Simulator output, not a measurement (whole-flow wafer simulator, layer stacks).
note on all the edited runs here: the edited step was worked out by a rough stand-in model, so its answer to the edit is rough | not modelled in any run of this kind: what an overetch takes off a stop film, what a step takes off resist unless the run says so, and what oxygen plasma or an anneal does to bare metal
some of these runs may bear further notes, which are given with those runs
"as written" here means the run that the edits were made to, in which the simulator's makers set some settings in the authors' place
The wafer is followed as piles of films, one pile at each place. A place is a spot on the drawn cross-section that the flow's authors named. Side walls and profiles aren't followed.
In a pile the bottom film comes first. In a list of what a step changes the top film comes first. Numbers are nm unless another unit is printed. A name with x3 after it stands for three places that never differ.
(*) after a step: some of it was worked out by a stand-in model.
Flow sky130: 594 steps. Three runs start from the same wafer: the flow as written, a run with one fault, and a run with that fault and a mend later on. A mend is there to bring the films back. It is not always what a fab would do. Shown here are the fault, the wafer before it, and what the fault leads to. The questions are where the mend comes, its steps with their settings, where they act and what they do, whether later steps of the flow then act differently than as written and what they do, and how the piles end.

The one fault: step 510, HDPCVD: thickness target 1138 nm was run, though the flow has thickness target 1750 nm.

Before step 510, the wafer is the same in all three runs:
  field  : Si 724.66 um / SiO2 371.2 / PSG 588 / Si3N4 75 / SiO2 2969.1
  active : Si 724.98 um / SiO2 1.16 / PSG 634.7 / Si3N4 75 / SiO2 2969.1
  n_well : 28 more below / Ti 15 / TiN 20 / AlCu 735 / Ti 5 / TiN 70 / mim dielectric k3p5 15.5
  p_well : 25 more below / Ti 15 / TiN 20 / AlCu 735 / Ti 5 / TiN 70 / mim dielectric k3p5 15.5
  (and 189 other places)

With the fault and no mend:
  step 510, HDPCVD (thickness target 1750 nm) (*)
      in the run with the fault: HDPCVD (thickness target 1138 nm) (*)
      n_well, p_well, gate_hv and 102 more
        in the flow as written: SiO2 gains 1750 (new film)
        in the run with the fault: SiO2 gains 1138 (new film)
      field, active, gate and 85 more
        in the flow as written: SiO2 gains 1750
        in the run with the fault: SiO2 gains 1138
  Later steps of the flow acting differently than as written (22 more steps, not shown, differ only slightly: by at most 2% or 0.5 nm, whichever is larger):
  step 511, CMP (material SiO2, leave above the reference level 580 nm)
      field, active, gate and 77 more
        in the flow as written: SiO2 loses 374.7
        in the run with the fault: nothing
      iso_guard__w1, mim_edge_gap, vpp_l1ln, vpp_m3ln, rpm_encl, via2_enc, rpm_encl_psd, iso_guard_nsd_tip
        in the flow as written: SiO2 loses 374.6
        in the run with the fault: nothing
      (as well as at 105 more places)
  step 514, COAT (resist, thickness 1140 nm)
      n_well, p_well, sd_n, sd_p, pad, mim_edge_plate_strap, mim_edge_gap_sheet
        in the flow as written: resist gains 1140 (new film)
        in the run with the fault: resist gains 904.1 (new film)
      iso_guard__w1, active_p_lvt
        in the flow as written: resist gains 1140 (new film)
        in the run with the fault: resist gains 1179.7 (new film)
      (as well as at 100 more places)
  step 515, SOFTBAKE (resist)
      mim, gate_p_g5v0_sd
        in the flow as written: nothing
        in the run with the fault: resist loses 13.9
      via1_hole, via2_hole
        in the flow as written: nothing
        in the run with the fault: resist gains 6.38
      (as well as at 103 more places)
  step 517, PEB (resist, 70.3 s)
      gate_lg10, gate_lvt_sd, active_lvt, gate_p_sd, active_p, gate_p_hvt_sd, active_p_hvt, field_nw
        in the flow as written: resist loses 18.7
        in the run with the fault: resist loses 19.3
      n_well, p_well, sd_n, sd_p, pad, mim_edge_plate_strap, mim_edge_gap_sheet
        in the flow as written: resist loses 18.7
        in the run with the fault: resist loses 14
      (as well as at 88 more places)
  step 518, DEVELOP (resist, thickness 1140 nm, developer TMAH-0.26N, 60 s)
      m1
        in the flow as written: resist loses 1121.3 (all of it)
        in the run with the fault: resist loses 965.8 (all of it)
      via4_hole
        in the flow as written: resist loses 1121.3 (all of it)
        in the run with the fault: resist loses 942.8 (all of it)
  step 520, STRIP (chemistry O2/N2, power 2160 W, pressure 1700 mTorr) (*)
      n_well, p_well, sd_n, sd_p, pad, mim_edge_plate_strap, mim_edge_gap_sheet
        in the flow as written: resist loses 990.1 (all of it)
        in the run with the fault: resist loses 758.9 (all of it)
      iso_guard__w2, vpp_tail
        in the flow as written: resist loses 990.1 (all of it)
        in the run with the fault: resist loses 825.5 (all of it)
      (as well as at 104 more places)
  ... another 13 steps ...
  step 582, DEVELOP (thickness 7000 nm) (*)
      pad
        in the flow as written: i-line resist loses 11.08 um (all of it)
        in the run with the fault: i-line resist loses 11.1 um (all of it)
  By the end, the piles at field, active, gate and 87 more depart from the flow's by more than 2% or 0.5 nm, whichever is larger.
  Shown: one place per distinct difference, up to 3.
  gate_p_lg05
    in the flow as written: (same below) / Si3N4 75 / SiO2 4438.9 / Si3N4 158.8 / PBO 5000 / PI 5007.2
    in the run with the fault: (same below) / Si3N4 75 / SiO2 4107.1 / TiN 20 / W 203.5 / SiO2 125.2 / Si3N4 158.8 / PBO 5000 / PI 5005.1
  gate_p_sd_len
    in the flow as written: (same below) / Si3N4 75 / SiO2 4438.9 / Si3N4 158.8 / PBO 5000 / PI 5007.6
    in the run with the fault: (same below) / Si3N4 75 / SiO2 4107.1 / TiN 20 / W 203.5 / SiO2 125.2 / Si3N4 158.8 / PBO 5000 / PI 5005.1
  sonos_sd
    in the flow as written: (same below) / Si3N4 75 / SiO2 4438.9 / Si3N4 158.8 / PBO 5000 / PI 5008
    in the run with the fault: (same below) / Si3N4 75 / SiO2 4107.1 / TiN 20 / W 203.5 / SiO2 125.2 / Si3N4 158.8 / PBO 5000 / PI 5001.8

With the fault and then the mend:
  The mend stands after step 510.
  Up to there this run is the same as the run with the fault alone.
  step 510a, HDPCVD (thickness target 612 nm) (*) (the flow's step 510, run once more with other settings)
      field, active, n_well and 190 more
        SiO2 gains 612
  Every later step of the flow that is run acts as written at every place that is followed.
  By the end, the piles equal the flow's at every place that both follow.
